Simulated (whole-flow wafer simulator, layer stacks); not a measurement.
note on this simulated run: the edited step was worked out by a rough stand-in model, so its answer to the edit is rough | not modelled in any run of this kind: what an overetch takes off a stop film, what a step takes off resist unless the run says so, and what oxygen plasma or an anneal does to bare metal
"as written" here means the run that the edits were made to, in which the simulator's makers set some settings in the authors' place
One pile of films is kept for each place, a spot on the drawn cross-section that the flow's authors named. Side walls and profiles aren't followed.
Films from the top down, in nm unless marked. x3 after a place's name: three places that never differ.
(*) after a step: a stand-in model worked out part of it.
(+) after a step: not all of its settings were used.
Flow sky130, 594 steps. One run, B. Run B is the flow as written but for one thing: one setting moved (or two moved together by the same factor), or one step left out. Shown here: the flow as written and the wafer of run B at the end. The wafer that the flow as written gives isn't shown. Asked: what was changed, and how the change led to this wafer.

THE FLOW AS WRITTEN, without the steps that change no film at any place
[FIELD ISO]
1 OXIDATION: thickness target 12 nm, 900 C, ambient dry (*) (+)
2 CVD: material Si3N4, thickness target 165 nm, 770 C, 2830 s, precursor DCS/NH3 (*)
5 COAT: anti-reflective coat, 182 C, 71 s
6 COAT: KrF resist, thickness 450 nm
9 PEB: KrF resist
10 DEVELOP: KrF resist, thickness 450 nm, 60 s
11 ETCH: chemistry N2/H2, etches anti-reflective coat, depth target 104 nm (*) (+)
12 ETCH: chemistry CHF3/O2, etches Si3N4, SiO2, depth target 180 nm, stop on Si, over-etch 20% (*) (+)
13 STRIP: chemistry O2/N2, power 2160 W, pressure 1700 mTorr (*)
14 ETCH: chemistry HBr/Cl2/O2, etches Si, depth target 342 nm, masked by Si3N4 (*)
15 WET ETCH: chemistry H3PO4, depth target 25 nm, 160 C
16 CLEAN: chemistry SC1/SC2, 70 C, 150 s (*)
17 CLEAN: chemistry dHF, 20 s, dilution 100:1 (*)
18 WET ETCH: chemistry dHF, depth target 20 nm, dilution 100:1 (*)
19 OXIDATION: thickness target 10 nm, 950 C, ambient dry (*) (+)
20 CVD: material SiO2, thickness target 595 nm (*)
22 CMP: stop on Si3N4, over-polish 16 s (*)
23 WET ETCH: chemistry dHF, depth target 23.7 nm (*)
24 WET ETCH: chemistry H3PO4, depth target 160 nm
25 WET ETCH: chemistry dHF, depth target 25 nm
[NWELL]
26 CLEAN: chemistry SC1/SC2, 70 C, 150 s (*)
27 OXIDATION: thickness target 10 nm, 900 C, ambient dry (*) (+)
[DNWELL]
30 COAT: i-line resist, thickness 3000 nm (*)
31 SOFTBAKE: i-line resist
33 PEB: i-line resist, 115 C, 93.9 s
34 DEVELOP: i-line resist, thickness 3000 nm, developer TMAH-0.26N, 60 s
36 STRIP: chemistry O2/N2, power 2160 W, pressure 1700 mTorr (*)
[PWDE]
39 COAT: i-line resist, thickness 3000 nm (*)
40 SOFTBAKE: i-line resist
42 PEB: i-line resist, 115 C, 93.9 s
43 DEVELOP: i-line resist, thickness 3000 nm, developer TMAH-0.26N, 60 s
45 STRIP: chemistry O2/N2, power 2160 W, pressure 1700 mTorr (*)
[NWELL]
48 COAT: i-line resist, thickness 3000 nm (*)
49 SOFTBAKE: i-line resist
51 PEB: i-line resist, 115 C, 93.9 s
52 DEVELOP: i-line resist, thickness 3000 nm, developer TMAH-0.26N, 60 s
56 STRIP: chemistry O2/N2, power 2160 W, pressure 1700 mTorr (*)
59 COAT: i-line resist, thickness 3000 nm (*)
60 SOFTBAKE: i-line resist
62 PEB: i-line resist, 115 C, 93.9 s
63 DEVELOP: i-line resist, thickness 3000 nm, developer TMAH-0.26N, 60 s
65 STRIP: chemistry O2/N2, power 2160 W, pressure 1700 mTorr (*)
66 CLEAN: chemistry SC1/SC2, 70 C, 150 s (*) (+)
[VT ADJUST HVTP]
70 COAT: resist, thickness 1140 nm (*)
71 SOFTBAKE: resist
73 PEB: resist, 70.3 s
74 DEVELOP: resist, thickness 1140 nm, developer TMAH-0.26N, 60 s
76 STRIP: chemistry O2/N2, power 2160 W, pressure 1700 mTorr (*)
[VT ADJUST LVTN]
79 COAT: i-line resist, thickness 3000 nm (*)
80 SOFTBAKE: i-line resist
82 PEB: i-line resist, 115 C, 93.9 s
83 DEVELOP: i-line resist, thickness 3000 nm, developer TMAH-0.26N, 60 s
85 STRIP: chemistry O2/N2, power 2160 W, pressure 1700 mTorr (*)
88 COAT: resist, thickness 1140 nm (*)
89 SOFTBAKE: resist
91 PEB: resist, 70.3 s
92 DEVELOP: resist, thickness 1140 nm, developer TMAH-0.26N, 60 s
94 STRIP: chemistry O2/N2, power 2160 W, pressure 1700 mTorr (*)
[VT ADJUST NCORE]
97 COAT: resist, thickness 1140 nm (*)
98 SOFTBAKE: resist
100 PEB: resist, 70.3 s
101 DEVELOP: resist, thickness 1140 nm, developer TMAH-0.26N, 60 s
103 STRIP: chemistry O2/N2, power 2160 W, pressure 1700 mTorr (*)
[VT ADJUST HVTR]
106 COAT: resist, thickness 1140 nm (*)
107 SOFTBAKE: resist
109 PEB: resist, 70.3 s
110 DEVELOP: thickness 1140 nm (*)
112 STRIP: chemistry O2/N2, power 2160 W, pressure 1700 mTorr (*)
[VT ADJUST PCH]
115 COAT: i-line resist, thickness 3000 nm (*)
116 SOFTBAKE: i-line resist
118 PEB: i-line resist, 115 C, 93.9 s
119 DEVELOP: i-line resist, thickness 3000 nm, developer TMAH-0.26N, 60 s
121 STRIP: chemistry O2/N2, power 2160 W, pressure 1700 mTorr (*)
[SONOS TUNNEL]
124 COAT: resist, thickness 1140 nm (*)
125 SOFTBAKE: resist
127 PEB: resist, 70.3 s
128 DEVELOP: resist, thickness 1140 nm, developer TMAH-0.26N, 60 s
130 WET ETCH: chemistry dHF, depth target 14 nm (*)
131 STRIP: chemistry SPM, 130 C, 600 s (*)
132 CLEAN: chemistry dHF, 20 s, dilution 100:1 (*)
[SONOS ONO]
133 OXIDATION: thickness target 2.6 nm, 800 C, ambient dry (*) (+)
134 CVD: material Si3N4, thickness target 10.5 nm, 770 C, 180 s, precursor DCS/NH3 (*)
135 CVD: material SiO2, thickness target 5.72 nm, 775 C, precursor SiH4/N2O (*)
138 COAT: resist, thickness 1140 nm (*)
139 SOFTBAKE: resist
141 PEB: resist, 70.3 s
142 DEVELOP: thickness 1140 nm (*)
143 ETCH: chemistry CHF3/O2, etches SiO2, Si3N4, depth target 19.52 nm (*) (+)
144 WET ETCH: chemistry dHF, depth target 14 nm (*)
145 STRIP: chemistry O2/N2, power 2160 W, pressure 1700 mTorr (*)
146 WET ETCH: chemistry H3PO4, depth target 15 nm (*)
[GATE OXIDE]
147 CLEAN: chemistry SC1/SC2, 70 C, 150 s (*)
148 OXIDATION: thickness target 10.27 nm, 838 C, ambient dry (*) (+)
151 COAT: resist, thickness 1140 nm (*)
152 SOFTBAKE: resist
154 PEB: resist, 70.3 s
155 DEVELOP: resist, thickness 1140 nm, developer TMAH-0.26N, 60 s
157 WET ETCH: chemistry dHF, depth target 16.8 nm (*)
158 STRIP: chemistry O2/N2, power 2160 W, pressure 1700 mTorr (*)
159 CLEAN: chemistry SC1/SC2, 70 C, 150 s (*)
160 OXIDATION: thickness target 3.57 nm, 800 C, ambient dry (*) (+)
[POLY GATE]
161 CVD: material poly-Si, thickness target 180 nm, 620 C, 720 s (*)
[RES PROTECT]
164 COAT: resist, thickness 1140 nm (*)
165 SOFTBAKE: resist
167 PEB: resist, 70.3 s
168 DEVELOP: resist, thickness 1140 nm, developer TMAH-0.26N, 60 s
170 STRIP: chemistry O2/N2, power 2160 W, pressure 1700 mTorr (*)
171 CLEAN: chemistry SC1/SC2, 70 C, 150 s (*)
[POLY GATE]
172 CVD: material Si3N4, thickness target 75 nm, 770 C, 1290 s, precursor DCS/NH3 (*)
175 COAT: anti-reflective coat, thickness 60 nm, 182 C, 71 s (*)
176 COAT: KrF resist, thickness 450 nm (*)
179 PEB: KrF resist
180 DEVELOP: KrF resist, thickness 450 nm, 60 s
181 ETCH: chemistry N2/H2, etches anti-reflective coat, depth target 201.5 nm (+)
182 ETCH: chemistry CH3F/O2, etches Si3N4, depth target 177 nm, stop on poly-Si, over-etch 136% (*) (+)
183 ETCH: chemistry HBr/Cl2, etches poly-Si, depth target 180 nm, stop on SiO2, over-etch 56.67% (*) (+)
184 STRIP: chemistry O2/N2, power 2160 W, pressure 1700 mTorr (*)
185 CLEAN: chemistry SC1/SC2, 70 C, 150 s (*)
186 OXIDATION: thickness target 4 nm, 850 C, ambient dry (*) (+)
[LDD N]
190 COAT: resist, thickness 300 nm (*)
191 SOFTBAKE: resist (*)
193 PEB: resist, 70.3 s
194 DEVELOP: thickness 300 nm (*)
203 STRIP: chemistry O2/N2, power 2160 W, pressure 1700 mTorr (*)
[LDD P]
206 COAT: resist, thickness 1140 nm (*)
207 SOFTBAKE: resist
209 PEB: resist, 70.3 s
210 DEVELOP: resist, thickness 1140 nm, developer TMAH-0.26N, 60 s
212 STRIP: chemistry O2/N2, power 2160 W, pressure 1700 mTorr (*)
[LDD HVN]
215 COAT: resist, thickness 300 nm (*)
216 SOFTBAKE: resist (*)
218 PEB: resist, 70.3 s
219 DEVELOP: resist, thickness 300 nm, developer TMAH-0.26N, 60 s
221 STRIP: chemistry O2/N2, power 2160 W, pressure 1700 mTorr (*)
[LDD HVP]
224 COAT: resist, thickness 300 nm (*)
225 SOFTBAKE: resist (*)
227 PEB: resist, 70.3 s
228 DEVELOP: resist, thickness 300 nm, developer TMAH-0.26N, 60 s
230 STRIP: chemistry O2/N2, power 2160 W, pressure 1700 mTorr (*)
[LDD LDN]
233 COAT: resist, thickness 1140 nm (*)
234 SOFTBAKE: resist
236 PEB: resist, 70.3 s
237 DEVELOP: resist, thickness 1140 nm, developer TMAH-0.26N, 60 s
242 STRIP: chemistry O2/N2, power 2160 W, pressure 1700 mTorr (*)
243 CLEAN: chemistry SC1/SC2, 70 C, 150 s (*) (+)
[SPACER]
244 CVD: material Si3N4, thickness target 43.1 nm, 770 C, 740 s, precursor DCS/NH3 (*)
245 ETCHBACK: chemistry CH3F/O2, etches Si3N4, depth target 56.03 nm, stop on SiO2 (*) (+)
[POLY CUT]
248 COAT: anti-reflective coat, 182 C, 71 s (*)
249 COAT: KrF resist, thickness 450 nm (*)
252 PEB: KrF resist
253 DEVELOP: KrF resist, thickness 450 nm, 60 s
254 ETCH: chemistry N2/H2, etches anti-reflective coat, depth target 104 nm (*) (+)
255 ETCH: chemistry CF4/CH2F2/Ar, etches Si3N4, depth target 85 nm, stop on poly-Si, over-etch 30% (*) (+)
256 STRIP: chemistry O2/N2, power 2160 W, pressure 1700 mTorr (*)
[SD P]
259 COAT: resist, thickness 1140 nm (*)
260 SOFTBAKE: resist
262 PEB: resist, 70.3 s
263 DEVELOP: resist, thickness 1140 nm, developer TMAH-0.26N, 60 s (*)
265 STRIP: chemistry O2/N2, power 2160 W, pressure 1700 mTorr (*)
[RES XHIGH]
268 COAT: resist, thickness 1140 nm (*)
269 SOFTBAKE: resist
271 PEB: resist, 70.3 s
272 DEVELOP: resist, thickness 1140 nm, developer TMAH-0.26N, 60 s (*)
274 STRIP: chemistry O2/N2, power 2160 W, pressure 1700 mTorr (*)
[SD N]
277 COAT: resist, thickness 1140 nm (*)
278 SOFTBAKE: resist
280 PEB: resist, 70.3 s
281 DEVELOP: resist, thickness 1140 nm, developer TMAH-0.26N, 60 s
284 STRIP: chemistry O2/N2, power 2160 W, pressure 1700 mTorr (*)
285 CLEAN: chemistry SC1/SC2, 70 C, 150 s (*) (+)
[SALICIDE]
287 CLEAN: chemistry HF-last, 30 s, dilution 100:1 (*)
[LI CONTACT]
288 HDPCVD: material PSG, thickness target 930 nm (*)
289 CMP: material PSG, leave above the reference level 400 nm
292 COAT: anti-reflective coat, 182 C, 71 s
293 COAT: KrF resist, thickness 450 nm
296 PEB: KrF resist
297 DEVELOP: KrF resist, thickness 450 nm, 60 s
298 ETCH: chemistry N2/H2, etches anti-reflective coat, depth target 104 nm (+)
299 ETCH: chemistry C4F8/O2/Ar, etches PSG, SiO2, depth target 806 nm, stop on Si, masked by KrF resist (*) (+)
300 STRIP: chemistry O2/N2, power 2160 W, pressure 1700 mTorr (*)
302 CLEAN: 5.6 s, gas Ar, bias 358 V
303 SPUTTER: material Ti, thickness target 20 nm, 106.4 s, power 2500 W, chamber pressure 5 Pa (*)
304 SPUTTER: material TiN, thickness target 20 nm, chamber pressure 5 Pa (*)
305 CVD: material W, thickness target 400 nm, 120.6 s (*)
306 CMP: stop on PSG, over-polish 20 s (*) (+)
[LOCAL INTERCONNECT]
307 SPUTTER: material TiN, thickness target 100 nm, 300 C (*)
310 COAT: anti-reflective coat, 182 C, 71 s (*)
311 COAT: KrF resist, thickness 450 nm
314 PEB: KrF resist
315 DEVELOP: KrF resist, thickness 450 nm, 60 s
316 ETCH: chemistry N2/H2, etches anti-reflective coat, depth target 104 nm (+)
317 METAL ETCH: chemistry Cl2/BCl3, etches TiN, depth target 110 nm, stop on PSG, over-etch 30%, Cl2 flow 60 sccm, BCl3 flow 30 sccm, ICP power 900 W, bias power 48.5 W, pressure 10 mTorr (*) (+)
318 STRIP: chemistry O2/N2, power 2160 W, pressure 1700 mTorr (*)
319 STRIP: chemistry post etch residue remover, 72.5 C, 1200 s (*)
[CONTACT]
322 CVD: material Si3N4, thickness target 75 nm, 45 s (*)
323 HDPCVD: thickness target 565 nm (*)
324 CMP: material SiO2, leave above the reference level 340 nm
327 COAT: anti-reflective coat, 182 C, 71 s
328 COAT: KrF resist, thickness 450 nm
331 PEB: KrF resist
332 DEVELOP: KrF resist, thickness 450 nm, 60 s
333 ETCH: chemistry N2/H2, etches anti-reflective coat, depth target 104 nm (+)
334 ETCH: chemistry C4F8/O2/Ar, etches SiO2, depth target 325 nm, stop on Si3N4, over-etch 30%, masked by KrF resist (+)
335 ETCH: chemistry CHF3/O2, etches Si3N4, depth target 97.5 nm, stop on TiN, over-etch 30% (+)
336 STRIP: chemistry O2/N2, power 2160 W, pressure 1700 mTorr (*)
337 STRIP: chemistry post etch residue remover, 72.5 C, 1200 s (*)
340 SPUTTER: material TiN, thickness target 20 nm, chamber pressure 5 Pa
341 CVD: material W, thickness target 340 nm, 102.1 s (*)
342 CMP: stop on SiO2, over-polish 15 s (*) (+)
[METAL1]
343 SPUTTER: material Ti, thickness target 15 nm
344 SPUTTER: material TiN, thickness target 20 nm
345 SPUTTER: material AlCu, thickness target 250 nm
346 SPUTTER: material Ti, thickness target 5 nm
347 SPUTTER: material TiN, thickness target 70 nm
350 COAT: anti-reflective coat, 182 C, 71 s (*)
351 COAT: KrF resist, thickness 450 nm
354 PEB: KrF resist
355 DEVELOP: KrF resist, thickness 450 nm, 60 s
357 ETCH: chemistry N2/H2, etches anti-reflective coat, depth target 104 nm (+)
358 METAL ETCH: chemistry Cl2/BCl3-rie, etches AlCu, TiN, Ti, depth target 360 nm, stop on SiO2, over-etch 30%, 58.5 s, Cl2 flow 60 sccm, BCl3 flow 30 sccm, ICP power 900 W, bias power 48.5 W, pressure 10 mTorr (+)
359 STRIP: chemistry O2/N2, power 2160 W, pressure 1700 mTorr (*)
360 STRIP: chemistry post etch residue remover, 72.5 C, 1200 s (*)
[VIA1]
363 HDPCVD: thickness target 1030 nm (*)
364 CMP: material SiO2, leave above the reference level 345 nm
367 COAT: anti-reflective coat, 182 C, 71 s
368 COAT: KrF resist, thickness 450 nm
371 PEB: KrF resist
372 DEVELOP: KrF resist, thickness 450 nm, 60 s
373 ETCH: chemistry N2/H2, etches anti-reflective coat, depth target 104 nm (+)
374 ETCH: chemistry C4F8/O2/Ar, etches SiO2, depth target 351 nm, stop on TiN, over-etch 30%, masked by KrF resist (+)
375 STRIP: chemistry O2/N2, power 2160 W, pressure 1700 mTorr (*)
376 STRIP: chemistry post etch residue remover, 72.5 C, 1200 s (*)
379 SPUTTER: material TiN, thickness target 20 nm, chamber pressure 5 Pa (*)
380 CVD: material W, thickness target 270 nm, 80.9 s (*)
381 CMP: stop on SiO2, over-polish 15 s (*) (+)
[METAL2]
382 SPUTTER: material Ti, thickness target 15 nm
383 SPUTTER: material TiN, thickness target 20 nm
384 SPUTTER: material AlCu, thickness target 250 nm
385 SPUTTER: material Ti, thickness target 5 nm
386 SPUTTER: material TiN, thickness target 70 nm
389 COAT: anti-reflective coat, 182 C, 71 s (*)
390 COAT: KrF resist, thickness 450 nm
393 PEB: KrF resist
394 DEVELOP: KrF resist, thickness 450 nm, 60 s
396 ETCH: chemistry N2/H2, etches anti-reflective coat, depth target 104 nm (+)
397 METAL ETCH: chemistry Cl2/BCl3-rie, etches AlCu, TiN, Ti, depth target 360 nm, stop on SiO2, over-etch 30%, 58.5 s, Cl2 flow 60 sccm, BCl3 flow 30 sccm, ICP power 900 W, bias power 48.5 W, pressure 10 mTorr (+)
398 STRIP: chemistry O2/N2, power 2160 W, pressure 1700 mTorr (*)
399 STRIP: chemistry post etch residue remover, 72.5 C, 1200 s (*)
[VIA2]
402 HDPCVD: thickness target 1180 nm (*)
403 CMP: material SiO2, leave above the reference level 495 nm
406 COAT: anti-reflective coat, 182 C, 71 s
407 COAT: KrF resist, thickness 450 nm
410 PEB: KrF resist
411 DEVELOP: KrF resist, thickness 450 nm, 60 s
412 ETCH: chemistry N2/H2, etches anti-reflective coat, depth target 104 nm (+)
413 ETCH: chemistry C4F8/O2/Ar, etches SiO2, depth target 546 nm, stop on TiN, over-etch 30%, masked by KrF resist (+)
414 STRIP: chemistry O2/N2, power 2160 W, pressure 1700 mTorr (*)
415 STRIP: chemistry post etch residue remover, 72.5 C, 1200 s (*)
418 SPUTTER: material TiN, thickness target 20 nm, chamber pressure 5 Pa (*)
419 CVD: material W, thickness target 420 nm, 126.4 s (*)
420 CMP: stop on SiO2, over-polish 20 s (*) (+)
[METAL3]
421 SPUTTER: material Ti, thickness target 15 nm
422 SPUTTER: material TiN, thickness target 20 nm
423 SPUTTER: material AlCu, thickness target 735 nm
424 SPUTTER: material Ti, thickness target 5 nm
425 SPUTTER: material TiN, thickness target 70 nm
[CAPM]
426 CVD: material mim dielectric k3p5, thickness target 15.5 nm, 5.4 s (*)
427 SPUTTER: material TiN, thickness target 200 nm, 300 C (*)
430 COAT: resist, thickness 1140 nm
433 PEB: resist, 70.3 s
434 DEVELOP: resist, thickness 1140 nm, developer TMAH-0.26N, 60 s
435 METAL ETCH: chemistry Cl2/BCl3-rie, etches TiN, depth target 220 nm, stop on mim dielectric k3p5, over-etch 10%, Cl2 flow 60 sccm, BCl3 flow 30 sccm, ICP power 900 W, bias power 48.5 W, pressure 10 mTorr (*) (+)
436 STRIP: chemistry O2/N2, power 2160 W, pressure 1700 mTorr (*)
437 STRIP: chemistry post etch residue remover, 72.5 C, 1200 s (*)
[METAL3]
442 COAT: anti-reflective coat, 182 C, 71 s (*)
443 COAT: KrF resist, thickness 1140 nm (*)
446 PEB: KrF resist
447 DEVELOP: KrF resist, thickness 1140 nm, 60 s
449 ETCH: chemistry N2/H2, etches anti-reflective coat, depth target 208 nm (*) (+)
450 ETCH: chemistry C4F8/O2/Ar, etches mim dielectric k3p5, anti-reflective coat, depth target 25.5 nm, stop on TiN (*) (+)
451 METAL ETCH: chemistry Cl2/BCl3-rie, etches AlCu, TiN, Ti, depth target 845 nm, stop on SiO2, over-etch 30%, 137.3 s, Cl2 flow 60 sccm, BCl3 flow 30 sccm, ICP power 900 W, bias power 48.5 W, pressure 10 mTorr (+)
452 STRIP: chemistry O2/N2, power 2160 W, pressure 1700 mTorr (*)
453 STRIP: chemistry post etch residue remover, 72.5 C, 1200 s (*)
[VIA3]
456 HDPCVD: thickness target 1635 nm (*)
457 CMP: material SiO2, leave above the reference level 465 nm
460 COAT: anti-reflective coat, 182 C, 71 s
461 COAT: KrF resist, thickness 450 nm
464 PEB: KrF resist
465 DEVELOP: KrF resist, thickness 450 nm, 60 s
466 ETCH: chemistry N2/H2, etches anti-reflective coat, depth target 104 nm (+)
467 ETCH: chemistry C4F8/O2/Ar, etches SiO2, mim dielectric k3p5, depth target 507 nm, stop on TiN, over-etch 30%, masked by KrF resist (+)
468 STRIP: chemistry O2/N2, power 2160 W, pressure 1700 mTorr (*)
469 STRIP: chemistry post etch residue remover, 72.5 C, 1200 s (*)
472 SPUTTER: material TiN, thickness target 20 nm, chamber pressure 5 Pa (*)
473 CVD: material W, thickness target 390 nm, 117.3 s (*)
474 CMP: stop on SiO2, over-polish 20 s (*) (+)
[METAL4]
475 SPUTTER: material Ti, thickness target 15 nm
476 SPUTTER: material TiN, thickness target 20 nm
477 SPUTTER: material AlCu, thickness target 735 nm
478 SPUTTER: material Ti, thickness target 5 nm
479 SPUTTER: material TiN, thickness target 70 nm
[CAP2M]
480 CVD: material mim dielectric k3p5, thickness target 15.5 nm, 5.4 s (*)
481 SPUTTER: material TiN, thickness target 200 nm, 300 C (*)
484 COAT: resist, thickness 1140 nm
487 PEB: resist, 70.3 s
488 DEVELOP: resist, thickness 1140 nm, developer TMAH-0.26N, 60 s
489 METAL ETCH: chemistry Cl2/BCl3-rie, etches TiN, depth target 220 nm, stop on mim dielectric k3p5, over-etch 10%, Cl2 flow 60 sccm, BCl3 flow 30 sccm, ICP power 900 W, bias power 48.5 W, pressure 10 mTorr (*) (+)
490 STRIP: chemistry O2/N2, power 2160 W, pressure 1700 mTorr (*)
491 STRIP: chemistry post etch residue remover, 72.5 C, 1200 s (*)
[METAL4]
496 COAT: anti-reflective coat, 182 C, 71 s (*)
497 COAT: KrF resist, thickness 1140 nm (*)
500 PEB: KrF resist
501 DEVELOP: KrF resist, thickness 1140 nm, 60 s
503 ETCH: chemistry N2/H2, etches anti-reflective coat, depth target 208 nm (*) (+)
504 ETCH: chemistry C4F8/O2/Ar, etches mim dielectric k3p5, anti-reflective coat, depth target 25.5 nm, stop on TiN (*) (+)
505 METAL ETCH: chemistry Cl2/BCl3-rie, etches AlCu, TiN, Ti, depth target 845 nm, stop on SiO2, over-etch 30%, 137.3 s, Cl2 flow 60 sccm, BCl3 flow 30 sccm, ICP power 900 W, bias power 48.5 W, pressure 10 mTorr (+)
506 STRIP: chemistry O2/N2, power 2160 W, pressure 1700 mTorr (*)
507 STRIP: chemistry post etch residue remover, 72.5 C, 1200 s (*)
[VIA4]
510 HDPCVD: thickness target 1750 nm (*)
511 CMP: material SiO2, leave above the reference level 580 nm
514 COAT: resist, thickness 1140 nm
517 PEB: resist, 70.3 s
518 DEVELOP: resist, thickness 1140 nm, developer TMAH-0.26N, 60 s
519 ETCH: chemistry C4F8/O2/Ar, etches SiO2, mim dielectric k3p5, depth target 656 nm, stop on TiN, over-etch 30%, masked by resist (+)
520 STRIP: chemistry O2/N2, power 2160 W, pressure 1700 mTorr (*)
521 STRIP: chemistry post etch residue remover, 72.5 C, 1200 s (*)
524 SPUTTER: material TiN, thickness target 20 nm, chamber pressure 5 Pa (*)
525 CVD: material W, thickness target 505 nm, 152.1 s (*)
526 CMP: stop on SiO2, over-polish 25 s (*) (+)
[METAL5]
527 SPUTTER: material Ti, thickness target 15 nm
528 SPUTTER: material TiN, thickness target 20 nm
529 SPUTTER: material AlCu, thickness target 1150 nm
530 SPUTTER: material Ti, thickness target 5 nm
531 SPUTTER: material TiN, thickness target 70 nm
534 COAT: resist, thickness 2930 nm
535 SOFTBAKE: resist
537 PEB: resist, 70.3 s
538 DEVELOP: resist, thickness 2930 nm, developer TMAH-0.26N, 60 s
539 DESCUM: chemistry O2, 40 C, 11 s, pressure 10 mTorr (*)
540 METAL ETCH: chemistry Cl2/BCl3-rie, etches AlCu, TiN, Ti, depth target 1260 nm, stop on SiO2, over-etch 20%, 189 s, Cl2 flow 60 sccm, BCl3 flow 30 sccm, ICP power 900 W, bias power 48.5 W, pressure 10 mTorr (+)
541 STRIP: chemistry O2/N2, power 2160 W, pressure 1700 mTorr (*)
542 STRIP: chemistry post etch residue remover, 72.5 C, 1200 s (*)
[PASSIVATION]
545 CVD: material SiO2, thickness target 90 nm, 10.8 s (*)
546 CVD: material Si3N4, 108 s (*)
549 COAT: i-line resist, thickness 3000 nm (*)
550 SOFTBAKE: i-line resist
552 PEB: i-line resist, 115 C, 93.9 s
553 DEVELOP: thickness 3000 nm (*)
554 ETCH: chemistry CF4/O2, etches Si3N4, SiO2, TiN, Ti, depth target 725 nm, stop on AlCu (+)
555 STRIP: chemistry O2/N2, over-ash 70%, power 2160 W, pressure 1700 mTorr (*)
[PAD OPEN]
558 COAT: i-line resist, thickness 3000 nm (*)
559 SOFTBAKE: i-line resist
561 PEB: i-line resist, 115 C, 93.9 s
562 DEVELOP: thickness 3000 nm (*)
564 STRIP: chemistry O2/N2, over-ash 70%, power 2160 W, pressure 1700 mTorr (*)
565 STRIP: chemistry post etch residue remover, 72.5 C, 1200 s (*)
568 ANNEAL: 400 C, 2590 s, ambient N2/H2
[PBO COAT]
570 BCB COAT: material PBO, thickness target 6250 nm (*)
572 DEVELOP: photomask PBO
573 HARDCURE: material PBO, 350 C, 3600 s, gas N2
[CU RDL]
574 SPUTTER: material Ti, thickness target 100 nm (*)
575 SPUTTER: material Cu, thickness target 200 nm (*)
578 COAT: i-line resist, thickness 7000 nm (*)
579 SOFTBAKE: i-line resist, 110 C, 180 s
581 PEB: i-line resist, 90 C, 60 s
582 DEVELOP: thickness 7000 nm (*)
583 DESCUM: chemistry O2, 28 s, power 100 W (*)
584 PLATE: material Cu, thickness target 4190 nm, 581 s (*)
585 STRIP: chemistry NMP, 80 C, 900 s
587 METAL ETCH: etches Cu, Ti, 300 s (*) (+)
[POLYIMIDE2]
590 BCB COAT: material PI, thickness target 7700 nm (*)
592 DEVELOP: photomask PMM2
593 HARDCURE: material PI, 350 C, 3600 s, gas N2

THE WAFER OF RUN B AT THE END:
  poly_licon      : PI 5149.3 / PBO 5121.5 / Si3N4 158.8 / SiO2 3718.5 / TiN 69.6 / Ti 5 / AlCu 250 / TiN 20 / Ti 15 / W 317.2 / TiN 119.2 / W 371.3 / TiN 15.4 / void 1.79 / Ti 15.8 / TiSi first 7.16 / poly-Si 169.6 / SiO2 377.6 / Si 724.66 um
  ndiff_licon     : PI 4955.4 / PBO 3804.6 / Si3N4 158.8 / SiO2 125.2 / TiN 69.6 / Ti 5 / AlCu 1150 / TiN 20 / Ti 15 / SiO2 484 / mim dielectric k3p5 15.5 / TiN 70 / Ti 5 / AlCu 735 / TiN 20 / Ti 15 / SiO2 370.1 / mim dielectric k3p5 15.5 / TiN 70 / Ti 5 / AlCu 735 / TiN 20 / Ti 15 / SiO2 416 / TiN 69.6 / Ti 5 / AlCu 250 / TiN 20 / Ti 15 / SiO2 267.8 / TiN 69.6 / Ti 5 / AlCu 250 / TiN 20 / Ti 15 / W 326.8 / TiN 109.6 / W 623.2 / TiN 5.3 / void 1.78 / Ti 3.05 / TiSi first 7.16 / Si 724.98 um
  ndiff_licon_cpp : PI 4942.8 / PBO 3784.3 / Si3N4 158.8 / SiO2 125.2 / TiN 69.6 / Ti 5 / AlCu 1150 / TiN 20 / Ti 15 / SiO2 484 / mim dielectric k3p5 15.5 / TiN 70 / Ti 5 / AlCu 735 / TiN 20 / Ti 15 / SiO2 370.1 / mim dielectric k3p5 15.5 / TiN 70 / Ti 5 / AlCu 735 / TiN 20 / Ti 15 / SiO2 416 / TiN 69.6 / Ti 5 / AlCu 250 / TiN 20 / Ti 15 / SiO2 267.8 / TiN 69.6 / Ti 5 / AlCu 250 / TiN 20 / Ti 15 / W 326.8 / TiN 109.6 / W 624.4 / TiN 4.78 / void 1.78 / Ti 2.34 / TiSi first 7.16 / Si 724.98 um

The cause: step 304, SPUTTER: thickness target 15.4 nm was run, where the flow has thickness target 20 nm.
It can be read off the wafer: poly_licon has TiN 15.4, and step 304 as written asks for 20 nm.

How the change led to this, step by step:
  304 SPUTTER: material TiN, thickness target 20 nm, chamber pressure 5 Pa (*)
      field, active, n_well and 185 more: TiN +15.4 (new film) (as written it would be: TiN +20 (new film))
      ndiff_licon: TiN +5.3 (new film) (as written it would be: TiN +6.83 (new film))
      (and at 2 more places)
  306 CMP: stop on PSG, over-polish 20 s (*) (+)
      field, active, n_well and 184 more: W -400 (all of it), TiN -15.4 (all of it), Ti -20 (all of it), PSG -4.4 (as written it would be: W -400 (all of it), TiN -20 (all of it), Ti -20 (all of it), PSG -4.4)
      poly_licon: W -28.7 (as written it would be: W -33.3)
